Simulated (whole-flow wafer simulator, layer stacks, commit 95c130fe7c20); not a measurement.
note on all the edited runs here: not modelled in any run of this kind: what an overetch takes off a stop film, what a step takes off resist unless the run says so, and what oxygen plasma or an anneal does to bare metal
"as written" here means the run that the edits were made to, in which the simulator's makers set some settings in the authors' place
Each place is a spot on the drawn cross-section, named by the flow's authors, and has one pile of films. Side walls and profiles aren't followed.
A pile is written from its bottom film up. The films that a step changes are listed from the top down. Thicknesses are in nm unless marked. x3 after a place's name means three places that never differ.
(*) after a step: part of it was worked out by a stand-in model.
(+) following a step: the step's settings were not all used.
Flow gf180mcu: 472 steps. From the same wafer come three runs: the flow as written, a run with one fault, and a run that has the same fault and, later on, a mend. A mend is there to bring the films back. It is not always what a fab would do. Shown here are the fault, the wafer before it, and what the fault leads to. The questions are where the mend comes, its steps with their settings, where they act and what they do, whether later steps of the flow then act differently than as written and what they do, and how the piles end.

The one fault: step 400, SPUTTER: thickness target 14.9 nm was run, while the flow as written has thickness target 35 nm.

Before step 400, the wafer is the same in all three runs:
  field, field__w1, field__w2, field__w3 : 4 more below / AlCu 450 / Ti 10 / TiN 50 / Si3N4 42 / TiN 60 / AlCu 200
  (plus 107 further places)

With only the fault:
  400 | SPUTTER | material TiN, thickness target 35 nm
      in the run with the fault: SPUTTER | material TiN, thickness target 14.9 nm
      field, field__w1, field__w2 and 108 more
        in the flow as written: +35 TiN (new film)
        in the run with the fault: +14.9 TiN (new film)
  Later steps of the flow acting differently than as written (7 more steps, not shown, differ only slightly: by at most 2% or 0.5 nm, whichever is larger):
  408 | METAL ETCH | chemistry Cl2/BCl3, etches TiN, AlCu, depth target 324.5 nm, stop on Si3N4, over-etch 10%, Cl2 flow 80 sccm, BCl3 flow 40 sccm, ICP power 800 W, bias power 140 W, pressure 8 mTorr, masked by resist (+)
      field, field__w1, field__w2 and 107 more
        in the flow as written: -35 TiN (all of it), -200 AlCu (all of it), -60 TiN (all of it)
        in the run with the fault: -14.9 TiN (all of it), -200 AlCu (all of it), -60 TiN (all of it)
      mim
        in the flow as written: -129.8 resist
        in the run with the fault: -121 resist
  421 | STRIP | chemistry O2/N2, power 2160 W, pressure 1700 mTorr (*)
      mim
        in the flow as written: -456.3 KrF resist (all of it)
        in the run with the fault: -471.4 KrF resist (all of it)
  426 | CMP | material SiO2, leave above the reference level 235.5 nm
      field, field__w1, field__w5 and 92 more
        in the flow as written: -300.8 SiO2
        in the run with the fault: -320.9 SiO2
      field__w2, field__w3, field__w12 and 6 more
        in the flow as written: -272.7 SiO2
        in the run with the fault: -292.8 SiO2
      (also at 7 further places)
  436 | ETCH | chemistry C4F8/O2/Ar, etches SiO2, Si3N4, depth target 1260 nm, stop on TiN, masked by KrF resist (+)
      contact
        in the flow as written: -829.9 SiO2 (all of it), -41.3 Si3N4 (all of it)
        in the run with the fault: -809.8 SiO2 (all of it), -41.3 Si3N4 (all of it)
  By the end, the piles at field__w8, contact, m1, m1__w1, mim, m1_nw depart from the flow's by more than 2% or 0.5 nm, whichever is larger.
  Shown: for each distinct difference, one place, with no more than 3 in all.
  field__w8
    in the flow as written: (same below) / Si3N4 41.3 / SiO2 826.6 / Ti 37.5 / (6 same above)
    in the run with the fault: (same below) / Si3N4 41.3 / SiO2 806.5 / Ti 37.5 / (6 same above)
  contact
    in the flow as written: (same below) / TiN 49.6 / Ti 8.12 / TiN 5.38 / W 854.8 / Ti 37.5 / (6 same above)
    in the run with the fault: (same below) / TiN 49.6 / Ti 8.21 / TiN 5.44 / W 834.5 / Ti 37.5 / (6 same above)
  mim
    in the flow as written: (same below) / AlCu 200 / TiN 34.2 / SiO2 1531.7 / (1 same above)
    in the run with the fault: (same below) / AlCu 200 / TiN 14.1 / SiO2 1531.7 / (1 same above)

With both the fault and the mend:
  The mend follows step 400.
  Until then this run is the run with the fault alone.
  400a | SPUTTER | material TiN, thickness target 20.1 nm (the flow's step 400, run once more with other settings)
      field, field__w1, field__w2 and 108 more
        +20.1 TiN
  Later steps of the flow that are run all act as written at every place that is followed.
  The piles end the same as the flow's at every place that both follow.
